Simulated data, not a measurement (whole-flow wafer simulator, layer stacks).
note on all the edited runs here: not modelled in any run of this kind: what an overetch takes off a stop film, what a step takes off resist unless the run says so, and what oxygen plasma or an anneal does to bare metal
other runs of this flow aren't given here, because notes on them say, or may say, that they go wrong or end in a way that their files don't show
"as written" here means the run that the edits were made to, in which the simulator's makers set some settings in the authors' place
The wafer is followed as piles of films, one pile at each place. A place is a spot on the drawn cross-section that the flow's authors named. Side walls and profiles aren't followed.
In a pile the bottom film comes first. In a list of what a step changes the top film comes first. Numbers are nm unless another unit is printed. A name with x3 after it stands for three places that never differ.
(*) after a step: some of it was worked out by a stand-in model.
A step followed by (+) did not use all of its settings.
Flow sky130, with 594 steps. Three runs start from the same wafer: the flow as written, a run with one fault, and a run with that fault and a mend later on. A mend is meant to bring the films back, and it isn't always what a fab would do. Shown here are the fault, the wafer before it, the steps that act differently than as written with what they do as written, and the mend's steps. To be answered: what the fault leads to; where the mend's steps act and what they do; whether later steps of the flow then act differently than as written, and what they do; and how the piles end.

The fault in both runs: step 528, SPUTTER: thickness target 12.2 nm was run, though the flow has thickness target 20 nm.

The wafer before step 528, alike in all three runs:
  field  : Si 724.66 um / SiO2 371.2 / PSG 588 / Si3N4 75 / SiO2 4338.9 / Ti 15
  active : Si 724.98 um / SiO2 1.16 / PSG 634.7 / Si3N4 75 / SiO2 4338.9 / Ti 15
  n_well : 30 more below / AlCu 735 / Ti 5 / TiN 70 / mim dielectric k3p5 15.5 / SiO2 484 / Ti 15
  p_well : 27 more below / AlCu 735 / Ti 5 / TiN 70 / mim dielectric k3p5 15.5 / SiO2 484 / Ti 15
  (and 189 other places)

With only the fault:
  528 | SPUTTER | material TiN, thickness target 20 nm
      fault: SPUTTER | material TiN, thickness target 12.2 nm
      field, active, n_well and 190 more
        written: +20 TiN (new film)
        fault: +12.2 TiN (new film)
  Later steps of the flow acting differently than as written (19 other steps are not shown; they differ only slightly, by no more than 2% or 0.5 nm, whichever is larger):
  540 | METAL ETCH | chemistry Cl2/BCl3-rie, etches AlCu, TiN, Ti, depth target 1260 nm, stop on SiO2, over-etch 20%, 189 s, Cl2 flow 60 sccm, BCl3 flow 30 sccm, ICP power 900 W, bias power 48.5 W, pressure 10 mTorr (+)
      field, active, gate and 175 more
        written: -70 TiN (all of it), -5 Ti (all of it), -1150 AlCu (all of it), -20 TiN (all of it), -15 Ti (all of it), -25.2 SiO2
        fault: -70 TiN (all of it), -5 Ti (all of it), -1150 AlCu (all of it), -12.2 TiN (all of it), -15 Ti (all of it), -26 SiO2
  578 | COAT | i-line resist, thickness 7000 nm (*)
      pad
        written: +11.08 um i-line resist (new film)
        fault: +11.09 um i-line resist (new film)
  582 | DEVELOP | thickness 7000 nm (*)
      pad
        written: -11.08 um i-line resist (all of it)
        fault: -11.09 um i-line resist (all of it)
  By the end, the piles at n_well, p_well, sd_n and 12 more depart from the flow's by more than 2% or 0.5 nm, whichever is larger.
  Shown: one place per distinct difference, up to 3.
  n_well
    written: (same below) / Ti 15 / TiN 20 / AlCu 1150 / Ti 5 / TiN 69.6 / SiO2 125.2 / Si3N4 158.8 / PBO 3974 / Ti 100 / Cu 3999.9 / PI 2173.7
    fault: (same below) / Ti 15 / TiN 12.2 / AlCu 1150 / Ti 5 / TiN 69.6 / SiO2 125.2 / Si3N4 158.8 / PBO 3979.6 / Ti 100 / Cu 3999.9 / PI 2174.6
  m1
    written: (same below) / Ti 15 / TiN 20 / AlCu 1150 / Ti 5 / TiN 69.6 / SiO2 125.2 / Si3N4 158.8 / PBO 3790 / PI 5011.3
    fault: (same below) / Ti 15 / TiN 12.2 / AlCu 1150 / Ti 5 / TiN 69.6 / SiO2 125.2 / Si3N4 158.8 / PBO 3796.5 / PI 5011.7
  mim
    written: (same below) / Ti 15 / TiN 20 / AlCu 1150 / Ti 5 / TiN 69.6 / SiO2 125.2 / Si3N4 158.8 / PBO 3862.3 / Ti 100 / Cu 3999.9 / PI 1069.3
    fault: (same below) / Ti 15 / TiN 12.2 / AlCu 1150 / Ti 5 / TiN 69.6 / SiO2 125.2 / Si3N4 158.8 / PBO 3868.3 / Ti 100 / Cu 3999.9 / PI 1070

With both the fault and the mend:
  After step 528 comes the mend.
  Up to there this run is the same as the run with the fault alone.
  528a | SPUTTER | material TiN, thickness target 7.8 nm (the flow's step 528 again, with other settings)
      field, active, n_well and 190 more
        +7.8 TiN
  None of the later steps of the flow acts differently than as written at any place that is followed.
  At every place that both follow, the piles at the end match the flow's.
